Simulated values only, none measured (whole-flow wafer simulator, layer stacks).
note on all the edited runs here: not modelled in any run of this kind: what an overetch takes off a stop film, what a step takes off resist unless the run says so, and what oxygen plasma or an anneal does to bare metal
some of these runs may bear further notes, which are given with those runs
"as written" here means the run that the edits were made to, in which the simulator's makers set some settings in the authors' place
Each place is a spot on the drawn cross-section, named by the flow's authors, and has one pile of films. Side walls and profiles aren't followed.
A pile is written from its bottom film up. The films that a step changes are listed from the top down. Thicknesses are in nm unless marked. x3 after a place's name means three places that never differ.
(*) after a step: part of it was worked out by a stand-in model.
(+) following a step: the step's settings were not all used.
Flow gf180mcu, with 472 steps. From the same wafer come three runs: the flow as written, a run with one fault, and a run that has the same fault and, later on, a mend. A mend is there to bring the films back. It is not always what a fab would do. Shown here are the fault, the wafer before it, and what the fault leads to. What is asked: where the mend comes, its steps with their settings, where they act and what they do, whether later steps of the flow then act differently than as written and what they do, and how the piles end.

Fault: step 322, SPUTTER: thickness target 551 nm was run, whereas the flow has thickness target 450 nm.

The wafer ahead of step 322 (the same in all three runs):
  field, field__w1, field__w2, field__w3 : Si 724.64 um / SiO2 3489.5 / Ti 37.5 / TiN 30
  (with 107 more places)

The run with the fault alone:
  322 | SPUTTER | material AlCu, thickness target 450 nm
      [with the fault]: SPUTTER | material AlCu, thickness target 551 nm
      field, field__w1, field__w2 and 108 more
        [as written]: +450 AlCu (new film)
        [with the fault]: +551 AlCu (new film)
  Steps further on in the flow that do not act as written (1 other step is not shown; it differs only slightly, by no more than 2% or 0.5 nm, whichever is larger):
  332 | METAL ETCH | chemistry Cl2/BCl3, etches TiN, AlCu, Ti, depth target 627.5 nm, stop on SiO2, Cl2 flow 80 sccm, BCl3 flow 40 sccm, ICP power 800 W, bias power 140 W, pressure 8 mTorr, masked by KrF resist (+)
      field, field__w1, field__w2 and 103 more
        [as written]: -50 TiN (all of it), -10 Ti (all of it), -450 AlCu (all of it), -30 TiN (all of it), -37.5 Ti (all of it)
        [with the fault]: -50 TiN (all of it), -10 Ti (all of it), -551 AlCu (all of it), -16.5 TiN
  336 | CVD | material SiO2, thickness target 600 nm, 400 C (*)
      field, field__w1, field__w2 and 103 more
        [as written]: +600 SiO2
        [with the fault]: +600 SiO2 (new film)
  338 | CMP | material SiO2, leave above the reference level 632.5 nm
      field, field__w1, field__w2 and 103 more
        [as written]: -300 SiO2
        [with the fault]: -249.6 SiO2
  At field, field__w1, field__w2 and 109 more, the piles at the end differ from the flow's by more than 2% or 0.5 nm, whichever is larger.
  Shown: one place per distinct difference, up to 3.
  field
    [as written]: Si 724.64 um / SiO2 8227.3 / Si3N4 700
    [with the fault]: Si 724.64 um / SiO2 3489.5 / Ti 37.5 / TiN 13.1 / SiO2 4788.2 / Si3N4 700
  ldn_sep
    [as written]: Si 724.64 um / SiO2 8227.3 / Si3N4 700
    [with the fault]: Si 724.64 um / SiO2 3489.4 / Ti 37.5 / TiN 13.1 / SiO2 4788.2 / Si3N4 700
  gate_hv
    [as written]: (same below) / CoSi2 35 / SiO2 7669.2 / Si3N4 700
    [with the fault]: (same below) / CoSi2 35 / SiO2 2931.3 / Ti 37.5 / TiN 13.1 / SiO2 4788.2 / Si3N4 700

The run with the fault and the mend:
  The mend stands after step 322.
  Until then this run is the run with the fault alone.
  322a | METAL ETCH | chemistry Cl2/BCl3, etches TiN, AlCu, Ti, depth target 101 nm, Cl2 flow 80 sccm, BCl3 flow 40 sccm, ICP power 800 W, bias power 140 W, pressure 8 mTorr (a further turn of the flow's step 260, with different settings)
      field, field__w1, field__w2 and 108 more
        -101 AlCu
  Later steps of the flow that are run all act as written at every place that is followed.
  The piles end the same as the flow's at every place that both follow.
